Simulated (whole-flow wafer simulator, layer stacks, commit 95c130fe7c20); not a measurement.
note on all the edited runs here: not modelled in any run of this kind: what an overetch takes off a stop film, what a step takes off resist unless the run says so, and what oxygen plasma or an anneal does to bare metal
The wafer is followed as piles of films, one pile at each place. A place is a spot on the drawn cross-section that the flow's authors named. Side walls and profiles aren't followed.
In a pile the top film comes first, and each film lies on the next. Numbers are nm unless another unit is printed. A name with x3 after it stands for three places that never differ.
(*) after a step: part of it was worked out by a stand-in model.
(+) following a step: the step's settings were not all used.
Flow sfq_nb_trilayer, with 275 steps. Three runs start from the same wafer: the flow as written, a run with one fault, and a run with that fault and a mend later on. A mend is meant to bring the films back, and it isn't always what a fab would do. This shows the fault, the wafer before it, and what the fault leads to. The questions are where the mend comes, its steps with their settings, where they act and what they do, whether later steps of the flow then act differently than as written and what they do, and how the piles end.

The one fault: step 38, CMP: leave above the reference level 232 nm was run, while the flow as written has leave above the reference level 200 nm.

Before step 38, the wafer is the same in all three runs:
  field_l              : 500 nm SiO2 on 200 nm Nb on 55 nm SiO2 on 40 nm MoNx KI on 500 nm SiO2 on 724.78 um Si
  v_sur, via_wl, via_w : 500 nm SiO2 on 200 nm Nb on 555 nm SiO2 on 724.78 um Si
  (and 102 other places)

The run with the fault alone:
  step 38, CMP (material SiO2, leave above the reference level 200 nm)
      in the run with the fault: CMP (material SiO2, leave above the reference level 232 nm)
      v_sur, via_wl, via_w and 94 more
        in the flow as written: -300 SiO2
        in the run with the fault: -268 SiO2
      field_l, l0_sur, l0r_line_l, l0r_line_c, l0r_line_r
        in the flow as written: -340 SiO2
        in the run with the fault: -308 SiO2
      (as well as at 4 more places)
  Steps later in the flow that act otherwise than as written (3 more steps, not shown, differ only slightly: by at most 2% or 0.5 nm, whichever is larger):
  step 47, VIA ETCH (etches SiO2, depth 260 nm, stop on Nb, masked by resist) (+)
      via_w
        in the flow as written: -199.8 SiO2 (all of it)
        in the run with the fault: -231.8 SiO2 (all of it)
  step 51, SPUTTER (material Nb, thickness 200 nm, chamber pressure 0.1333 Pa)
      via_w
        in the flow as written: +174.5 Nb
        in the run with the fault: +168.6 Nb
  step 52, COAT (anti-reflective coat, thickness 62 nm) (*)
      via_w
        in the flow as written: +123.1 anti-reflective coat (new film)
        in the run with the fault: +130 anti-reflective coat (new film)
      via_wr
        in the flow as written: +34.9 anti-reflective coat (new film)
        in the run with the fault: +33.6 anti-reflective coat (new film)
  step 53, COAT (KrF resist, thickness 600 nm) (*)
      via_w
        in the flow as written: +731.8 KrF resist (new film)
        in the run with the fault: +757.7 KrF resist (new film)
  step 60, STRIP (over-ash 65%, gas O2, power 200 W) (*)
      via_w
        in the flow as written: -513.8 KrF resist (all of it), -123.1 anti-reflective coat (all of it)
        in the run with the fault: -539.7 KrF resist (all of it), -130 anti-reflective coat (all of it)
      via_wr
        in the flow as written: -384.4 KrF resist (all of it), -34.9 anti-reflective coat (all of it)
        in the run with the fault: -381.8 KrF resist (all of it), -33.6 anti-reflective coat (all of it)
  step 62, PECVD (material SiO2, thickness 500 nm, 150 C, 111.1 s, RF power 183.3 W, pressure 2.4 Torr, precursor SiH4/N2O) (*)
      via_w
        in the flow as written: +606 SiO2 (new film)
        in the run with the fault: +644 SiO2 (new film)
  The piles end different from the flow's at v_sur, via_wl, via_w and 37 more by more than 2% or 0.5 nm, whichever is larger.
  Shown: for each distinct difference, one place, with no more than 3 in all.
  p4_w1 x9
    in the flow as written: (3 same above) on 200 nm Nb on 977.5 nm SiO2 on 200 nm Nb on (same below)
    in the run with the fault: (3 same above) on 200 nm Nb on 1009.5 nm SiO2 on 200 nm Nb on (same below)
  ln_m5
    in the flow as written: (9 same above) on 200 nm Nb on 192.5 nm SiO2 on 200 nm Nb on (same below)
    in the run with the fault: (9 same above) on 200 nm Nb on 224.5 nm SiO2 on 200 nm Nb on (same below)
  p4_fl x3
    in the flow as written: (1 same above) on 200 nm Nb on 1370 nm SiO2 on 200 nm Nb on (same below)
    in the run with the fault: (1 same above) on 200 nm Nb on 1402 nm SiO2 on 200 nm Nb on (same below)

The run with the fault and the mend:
  The mend follows step 45.
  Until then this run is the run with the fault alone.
  step 45a, STRIP (over-ash 65%, gas O2, power 200 W) (*)
      field_l, v_sur, via_wl and 102 more
        -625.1 KrF resist (all of it), -62 anti-reflective coat (all of it)
      via_w
        -62 anti-reflective coat (all of it)
  step 45b, CMP (material SiO2, leave above the reference level 200 nm) (a further turn of the flow's step 38)
      field_l, v_sur, via_wl and 103 more
        -32 SiO2
  step 45c, COAT (anti-reflective coat, thickness 62 nm) (a further turn of the flow's step 40)
      field_l, v_sur, via_wl and 103 more
        +62 anti-reflective coat (new film)
  step 45d, COAT (KrF resist, thickness 650 nm) (a further turn of the flow's step 41)
      field_l, v_sur, via_wl and 103 more
        +650 KrF resist (new film)
  step 45e, SOFTBAKE (KrF resist) (a further turn of the flow's step 42)
      leaves every film unchanged at each place that is followed
  step 45f, EXPOSE (photomask I0, dose 11.91 mJ/cm2, NA 0.6, wavelength 248 nm) (*) (a further turn of the flow's step 43)
      leaves every film unchanged at each place that is followed
  step 45g, PEB (KrF resist, 90 s) (a further turn of the flow's step 44)
      field_l, v_sur, via_wl and 103 more
        -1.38 KrF resist
  step 45h, DEVELOP (KrF resist, thickness 650 nm, 60 s) (a further turn of the flow's step 45)
      field_l, v_sur, via_wl and 102 more
        -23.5 KrF resist
      via_w
        -648.6 KrF resist (all of it)
  Later steps of the flow that are run all act as written at every place that is followed.
  The piles end the same as the flow's at every place that both follow.
